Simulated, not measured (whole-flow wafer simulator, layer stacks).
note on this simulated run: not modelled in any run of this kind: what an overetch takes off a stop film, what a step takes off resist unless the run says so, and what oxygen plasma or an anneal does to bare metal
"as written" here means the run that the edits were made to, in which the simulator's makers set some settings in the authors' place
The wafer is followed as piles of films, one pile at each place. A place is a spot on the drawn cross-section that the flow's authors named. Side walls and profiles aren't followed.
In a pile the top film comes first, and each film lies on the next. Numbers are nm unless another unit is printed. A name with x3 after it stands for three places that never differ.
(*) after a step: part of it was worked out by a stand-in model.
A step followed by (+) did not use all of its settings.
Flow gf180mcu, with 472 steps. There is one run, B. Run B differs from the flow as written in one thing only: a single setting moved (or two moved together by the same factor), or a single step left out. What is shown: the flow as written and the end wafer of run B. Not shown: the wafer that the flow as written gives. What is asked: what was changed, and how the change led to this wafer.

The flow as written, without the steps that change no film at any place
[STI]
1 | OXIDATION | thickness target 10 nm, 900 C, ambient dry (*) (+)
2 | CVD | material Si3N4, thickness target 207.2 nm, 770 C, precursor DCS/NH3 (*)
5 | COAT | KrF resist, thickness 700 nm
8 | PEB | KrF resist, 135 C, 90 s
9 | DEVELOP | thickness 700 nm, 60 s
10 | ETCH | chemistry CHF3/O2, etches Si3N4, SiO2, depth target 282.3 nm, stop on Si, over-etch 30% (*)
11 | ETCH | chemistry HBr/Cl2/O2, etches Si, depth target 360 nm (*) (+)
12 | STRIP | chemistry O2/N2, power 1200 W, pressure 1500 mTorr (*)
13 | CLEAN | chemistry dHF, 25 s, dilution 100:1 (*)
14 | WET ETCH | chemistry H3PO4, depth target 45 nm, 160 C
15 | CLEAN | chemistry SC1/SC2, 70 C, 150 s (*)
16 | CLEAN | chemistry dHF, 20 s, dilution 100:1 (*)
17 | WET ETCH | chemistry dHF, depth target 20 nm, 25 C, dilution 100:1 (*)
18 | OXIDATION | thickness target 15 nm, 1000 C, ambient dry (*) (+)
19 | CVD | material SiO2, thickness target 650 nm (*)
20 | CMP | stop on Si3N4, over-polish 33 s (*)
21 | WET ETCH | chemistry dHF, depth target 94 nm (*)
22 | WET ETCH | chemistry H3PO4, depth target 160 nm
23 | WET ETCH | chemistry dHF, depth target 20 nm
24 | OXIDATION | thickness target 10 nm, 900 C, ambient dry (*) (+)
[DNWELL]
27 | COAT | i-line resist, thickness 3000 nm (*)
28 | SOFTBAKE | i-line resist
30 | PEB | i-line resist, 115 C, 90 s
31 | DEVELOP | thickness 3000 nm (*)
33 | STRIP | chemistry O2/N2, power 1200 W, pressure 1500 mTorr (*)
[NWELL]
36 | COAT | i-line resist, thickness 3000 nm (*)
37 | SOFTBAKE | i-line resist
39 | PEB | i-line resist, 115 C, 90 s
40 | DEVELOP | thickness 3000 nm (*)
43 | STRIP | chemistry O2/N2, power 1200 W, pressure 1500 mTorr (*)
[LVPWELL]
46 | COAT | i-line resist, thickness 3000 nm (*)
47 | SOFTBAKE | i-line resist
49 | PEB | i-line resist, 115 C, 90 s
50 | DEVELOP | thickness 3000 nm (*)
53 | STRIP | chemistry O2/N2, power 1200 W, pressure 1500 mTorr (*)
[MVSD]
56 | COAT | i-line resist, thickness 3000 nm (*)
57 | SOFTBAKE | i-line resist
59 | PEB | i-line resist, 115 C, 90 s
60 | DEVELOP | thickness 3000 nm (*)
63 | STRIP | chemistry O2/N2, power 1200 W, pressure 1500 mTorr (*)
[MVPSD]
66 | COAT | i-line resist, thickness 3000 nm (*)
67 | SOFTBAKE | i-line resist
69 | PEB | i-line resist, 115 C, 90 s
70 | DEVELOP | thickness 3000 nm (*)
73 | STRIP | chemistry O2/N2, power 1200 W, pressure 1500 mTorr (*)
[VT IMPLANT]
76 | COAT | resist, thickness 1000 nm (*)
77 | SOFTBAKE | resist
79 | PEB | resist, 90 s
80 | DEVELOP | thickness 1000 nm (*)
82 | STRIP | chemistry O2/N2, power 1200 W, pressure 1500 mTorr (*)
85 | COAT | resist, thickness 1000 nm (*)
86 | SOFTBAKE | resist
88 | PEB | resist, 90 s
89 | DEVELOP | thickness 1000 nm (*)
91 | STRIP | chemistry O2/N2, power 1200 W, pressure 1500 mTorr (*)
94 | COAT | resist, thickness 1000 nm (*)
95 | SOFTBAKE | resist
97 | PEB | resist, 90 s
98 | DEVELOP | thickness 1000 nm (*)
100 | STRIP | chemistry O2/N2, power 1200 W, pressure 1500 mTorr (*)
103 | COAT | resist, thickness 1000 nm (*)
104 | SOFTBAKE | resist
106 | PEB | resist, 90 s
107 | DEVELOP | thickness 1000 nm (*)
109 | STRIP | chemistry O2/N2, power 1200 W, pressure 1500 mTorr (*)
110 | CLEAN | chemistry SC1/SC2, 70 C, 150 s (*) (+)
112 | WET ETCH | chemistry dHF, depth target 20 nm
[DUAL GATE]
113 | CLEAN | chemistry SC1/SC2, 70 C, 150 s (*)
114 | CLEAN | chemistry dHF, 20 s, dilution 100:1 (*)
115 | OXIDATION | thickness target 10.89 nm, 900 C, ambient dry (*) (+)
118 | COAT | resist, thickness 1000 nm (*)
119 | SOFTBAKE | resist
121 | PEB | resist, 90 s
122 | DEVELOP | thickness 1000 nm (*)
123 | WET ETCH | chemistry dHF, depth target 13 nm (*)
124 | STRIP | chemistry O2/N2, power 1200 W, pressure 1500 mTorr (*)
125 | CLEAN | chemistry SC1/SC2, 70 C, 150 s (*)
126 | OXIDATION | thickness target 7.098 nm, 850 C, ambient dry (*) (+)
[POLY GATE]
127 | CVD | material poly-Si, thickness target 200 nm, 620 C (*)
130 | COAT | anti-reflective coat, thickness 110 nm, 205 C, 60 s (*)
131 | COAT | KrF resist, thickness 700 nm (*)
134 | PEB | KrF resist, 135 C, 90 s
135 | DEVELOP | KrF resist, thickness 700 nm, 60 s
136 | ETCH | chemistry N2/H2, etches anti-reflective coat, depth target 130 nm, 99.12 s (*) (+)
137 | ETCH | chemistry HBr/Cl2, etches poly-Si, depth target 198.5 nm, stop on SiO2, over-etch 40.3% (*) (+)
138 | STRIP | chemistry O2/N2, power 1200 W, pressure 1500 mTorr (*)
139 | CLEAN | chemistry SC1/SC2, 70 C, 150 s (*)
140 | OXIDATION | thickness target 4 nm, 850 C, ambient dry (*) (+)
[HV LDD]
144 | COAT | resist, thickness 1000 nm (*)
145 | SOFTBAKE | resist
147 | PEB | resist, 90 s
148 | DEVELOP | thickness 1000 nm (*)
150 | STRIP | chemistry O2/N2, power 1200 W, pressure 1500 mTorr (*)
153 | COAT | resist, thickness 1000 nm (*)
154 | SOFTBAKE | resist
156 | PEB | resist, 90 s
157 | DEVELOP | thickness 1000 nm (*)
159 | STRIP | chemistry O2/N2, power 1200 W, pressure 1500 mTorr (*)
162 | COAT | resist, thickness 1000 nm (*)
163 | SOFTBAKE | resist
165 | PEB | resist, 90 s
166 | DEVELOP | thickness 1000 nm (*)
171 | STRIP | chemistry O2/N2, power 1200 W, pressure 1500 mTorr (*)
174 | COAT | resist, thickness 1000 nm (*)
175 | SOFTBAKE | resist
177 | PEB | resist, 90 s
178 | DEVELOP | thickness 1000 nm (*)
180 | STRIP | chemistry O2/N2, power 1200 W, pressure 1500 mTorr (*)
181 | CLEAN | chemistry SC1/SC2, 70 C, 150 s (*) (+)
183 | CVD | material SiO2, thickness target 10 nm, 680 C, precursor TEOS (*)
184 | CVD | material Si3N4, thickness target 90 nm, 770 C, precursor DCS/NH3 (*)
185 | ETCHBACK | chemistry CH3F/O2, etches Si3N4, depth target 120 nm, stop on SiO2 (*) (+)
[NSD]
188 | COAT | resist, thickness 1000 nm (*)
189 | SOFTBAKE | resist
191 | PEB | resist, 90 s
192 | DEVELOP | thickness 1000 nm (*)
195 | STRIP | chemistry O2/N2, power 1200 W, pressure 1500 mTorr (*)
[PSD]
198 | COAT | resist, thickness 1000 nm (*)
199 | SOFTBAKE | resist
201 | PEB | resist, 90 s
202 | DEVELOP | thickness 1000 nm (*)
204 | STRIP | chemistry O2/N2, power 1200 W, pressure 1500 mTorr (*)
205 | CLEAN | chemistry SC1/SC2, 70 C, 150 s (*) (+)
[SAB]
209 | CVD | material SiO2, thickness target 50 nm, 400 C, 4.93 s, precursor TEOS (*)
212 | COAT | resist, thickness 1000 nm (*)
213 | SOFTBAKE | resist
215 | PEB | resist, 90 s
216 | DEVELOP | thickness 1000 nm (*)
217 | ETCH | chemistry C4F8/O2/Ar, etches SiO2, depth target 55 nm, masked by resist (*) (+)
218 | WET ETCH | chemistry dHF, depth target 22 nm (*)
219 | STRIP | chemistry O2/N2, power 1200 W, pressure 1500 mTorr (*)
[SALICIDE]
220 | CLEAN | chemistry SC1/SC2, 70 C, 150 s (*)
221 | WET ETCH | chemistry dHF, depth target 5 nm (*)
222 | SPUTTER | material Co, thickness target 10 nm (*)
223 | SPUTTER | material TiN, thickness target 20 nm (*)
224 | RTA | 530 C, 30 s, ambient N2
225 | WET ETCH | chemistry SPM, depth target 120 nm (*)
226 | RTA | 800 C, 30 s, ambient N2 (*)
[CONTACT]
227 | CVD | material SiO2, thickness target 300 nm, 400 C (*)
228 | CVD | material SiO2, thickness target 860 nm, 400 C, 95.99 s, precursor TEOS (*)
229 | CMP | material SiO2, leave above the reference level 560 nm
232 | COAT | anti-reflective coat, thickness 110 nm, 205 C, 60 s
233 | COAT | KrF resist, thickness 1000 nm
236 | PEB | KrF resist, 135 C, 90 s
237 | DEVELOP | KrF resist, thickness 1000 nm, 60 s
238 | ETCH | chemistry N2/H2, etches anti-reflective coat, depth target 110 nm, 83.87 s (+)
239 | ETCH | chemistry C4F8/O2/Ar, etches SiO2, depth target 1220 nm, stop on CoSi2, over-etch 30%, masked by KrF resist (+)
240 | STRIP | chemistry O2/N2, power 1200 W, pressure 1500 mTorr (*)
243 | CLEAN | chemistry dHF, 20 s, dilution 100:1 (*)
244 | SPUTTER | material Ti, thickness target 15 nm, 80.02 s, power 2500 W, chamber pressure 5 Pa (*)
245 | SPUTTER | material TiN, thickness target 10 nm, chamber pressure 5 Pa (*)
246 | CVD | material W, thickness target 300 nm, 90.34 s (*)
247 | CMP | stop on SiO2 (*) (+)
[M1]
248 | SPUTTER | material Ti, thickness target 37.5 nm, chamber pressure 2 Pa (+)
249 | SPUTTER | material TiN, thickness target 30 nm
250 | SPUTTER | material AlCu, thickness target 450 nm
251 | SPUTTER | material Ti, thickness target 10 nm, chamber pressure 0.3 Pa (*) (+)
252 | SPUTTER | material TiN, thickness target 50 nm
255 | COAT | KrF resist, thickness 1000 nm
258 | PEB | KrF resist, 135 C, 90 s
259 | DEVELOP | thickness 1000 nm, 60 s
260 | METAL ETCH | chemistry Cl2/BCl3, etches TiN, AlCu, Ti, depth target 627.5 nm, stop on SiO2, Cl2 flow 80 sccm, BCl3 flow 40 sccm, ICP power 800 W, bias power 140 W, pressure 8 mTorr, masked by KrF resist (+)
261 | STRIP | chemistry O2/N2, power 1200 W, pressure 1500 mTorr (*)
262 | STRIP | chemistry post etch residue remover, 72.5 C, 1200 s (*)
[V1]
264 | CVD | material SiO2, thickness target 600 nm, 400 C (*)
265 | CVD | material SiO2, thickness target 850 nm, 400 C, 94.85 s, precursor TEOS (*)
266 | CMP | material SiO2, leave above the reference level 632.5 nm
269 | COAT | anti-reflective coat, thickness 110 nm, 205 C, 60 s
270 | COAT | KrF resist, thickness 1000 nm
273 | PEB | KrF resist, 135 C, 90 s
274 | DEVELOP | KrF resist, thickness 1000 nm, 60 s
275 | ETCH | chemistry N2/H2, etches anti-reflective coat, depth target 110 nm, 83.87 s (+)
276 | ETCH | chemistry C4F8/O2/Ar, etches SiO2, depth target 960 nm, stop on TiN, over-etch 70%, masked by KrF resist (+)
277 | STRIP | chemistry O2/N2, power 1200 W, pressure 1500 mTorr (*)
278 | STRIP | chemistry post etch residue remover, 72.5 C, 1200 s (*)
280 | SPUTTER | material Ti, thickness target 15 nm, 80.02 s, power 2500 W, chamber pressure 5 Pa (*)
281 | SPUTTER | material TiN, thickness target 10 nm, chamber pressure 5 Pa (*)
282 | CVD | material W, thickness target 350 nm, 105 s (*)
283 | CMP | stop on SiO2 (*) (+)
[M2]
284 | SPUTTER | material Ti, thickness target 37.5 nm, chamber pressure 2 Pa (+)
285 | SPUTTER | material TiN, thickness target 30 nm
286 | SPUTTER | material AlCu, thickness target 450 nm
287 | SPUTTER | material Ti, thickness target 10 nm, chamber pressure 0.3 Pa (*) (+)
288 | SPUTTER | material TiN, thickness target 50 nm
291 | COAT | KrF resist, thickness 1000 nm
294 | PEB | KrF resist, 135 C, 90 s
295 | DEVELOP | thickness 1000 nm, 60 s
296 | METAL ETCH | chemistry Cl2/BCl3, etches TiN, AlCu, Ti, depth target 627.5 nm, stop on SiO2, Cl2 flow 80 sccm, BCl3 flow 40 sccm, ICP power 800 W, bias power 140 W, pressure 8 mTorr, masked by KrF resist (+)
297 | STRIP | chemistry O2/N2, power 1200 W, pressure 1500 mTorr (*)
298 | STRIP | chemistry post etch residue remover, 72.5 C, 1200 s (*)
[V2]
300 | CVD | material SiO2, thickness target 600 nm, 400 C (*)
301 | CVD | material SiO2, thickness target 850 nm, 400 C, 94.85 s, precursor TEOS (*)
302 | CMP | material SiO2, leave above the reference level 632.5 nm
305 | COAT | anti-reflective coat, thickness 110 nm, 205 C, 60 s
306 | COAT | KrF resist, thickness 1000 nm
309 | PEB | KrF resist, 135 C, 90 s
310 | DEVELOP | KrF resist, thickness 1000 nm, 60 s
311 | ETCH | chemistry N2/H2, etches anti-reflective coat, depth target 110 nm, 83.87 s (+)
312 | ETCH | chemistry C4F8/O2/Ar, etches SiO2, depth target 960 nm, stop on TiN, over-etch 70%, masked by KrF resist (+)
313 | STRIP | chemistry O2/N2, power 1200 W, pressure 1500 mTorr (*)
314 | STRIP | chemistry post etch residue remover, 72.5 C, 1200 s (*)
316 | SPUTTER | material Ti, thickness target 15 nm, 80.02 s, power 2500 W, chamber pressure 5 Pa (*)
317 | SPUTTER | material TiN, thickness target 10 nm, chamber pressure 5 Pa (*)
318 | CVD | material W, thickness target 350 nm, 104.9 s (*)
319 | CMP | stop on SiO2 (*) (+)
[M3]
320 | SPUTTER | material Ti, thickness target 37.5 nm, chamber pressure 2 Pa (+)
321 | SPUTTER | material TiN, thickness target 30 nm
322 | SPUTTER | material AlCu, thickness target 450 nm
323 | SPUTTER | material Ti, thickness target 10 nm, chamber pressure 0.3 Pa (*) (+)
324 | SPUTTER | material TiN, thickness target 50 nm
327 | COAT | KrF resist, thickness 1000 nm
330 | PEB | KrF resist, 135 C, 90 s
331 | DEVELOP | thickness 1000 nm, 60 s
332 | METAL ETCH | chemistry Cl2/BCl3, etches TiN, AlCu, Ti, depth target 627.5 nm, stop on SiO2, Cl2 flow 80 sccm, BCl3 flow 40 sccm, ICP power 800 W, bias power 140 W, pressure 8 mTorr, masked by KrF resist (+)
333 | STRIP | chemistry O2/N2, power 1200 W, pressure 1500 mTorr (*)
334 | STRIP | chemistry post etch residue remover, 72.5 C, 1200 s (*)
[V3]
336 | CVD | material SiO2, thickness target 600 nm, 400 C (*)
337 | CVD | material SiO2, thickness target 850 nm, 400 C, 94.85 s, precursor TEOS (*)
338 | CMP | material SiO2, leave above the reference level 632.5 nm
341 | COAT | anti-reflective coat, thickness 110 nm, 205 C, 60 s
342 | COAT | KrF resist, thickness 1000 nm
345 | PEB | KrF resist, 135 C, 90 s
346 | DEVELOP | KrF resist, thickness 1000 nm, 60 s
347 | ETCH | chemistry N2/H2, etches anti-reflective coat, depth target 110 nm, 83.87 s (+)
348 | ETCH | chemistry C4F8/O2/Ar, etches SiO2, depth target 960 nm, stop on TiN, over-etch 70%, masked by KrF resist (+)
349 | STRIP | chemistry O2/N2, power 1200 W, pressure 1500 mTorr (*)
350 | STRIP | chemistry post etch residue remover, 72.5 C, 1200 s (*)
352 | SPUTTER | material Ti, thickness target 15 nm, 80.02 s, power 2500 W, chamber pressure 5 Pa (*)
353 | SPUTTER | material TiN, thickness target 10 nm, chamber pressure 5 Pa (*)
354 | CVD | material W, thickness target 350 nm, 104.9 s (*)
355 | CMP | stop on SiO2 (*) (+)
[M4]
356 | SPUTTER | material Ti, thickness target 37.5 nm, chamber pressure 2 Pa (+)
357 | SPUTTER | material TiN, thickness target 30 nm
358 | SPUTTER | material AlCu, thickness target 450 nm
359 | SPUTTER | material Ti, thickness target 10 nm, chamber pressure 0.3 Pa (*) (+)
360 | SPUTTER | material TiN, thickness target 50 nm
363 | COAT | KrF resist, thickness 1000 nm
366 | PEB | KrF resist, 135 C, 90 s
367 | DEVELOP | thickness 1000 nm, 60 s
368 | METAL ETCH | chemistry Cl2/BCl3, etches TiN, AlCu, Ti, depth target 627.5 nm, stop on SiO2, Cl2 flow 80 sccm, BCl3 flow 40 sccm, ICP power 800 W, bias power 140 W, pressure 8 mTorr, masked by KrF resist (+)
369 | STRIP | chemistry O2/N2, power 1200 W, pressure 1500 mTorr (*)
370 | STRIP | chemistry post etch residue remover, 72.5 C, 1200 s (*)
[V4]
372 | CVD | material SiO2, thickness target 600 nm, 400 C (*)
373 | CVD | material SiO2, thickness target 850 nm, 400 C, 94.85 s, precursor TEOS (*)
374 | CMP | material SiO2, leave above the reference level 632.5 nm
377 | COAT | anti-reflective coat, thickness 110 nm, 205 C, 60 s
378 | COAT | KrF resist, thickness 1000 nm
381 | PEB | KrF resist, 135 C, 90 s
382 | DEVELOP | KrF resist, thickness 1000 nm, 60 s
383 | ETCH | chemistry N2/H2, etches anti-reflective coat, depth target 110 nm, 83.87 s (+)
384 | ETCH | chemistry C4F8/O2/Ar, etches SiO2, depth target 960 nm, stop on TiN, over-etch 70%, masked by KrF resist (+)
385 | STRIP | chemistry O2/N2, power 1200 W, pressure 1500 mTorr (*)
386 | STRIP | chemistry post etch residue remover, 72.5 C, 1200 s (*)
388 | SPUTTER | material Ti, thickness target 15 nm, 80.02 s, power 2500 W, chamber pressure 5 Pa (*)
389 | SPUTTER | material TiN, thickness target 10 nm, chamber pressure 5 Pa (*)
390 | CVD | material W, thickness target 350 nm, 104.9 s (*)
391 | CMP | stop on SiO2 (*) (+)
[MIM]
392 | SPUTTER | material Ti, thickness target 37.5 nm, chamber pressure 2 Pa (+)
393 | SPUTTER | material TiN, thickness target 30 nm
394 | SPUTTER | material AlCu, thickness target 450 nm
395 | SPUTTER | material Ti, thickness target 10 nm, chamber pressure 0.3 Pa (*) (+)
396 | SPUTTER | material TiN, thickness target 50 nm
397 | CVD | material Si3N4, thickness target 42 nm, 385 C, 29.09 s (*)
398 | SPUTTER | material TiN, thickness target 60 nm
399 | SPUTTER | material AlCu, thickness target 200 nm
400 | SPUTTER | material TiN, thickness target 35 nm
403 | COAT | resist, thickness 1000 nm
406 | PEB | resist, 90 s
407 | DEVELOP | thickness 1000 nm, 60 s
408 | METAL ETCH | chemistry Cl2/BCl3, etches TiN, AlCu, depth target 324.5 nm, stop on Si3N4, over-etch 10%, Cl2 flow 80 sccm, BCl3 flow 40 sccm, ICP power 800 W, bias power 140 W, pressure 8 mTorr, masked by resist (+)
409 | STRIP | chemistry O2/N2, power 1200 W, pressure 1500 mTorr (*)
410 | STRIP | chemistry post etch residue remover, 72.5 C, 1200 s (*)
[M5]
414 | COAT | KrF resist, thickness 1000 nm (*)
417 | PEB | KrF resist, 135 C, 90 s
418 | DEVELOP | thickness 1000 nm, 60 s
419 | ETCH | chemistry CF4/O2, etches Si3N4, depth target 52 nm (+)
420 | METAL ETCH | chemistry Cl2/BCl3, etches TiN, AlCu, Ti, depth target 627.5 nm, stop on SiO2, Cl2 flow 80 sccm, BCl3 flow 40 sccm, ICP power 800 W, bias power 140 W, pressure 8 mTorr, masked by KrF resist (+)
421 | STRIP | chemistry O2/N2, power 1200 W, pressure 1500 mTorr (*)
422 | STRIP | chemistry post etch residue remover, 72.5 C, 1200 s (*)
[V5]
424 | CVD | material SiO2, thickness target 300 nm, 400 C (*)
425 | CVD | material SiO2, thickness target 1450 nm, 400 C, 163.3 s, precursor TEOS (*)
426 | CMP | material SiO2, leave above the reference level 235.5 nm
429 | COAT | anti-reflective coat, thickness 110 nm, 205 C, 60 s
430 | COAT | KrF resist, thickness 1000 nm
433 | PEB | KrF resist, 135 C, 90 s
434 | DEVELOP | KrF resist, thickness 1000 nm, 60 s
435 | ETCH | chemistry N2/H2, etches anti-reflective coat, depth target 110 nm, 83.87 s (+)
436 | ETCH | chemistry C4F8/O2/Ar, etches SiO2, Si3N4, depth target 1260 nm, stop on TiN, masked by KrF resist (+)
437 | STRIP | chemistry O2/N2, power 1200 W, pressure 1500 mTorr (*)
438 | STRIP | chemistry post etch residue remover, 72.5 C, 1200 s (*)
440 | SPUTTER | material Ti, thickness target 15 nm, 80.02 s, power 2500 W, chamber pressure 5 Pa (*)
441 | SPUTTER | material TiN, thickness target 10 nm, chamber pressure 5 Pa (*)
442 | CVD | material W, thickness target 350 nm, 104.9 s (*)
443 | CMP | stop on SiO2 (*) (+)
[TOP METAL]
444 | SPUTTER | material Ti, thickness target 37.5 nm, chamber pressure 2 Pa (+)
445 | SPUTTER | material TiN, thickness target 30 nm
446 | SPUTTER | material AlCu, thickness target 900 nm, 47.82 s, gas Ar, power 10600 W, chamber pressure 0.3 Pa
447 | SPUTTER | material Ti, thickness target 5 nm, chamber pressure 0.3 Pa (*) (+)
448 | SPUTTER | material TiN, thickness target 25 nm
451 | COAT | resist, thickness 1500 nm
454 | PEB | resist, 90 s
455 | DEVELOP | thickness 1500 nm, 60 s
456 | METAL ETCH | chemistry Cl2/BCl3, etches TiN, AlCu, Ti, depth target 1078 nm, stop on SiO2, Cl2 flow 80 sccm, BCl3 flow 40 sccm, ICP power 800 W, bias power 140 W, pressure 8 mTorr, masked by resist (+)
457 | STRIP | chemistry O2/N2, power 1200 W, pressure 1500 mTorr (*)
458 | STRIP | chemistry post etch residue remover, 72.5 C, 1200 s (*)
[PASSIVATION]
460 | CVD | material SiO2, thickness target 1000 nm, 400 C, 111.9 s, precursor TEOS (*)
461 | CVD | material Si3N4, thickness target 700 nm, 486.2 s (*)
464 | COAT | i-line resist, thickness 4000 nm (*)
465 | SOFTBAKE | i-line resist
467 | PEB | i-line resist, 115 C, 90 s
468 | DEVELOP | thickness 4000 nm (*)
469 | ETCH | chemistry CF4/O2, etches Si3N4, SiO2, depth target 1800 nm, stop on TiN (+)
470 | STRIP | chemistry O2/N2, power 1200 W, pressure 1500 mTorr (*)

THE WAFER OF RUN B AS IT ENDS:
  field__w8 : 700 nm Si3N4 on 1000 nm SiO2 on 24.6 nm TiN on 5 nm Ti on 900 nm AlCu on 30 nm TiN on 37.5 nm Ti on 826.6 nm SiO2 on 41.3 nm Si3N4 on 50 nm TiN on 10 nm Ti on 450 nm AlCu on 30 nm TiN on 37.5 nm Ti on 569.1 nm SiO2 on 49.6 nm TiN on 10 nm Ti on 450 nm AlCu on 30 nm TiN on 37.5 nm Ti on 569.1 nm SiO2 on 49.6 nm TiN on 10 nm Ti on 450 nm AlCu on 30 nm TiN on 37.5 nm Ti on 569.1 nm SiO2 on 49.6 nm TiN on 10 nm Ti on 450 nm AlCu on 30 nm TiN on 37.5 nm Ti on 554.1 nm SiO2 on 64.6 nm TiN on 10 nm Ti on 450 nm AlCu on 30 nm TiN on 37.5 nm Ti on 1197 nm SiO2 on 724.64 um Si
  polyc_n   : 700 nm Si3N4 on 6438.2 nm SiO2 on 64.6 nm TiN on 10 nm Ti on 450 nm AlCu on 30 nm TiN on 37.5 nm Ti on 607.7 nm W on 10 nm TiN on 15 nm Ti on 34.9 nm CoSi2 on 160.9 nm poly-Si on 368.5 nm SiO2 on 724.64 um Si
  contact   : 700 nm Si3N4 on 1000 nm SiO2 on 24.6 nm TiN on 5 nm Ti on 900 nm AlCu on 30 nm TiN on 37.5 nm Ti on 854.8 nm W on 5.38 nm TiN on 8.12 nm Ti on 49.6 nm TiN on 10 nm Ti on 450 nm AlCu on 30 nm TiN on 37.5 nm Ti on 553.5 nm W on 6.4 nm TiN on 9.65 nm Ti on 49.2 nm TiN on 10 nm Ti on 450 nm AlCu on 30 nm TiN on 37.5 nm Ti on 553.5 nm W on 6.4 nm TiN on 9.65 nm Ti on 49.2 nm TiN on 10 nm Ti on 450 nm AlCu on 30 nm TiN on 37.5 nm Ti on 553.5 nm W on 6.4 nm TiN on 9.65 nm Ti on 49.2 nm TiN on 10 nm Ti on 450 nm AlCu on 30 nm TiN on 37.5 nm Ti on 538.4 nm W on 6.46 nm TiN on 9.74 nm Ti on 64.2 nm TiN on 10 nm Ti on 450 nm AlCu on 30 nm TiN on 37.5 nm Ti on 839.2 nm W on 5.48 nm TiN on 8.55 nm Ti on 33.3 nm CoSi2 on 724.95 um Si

Cause: step 252, SPUTTER: thickness target 65 nm was run, though the flow has thickness target 50 nm.

The path from the change to this, step by step:
  252 | SPUTTER | material TiN, thickness target 50 nm
      field, field__w1, field__w2 and 108 more: TiN gains 65 (new film) (as written it would have been: TiN gains 50 (new film))
  260 | METAL ETCH | chemistry Cl2/BCl3, etches TiN, AlCu, Ti, depth target 627.5 nm, stop on SiO2, Cl2 flow 80 sccm, BCl3 flow 40 sccm, ICP power 800 W, bias power 140 W, pressure 8 mTorr, masked by KrF resist (+)
      field, field__w1, field__w2 and 99 more: TiN loses 65 (all of it), Ti loses 10 (all of it), AlCu loses 450 (all of it), TiN loses 30 (all of it), Ti loses 37.5 (all of it) (as written it would have been: TiN loses 50 (all of it), Ti loses 10 (all of it), AlCu loses 450 (all of it), TiN loses 30 (all of it), Ti loses 37.5 (all of it))
  276 | ETCH | chemistry C4F8/O2/Ar, etches SiO2, depth target 960 nm, stop on TiN, over-etch 70%, masked by KrF resist (+)
      contact: SiO2 loses 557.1 (all of it) (as written it would have been: SiO2 loses 572.1 (all of it))
